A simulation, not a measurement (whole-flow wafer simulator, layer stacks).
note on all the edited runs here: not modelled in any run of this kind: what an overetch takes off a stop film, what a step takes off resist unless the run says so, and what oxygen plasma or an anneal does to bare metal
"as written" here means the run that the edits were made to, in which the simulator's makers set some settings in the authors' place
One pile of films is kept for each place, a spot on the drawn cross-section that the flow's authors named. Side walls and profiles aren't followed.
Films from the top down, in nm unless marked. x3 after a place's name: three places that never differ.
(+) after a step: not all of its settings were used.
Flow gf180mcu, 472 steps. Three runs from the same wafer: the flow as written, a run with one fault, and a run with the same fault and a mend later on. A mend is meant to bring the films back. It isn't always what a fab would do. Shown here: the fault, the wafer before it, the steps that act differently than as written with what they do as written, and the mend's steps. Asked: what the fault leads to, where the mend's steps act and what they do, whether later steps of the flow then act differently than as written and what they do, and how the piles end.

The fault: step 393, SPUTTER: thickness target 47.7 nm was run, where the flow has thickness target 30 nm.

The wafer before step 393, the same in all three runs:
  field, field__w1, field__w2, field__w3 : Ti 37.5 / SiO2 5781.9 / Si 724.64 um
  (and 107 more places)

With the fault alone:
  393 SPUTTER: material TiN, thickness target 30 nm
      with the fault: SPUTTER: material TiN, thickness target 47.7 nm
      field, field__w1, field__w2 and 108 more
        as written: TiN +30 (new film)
        with the fault: TiN +47.7 (new film)
  Later steps of the flow that act differently than as written (1 more step differs only slightly, by at most 2% or 0.5 nm, whichever is larger, and isn't shown):
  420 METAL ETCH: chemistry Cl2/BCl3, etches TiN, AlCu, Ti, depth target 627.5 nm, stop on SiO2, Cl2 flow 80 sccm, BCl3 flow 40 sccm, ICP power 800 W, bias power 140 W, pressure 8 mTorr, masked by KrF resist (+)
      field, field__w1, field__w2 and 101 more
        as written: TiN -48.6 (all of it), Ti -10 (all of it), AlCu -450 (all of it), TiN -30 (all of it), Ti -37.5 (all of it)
        with the fault: TiN -48.6 (all of it), Ti -10 (all of it), AlCu -450 (all of it), TiN -47.7 (all of it), Ti -37.5 (all of it)
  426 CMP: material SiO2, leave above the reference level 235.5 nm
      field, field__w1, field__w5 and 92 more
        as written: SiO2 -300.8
        with the fault: SiO2 -283.1
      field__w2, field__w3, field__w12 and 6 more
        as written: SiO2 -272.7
        with the fault: SiO2 -254.2
  At the end the piles differ from the flow's by more than 2% or 0.5 nm, whichever is larger, at field__w4, field__w8, contact, m1, m1__w1, mim, mim_1p0, m1_nw.
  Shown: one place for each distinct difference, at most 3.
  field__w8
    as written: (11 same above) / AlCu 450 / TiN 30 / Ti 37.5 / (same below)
    with the fault: (11 same above) / AlCu 450 / TiN 47.7 / Ti 37.5 / (same below)
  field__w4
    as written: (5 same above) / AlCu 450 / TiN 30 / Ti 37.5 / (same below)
    with the fault: (5 same above) / AlCu 450 / TiN 47.7 / Ti 37.5 / (same below)
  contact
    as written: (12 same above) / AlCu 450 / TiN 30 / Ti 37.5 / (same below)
    with the fault: (12 same above) / AlCu 450 / TiN 47.7 / Ti 37.5 / (same below)

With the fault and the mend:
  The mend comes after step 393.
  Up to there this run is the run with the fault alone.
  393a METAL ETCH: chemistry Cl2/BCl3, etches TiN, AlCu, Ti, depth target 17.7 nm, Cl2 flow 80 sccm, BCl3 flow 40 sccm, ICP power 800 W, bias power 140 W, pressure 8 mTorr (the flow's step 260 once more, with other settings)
      field, field__w1, field__w2 and 108 more
        TiN -17.7
  No later step of the flow acts differently than as written at any place that is followed.
  At the end the piles are the same as the flow's at every place that both follow.
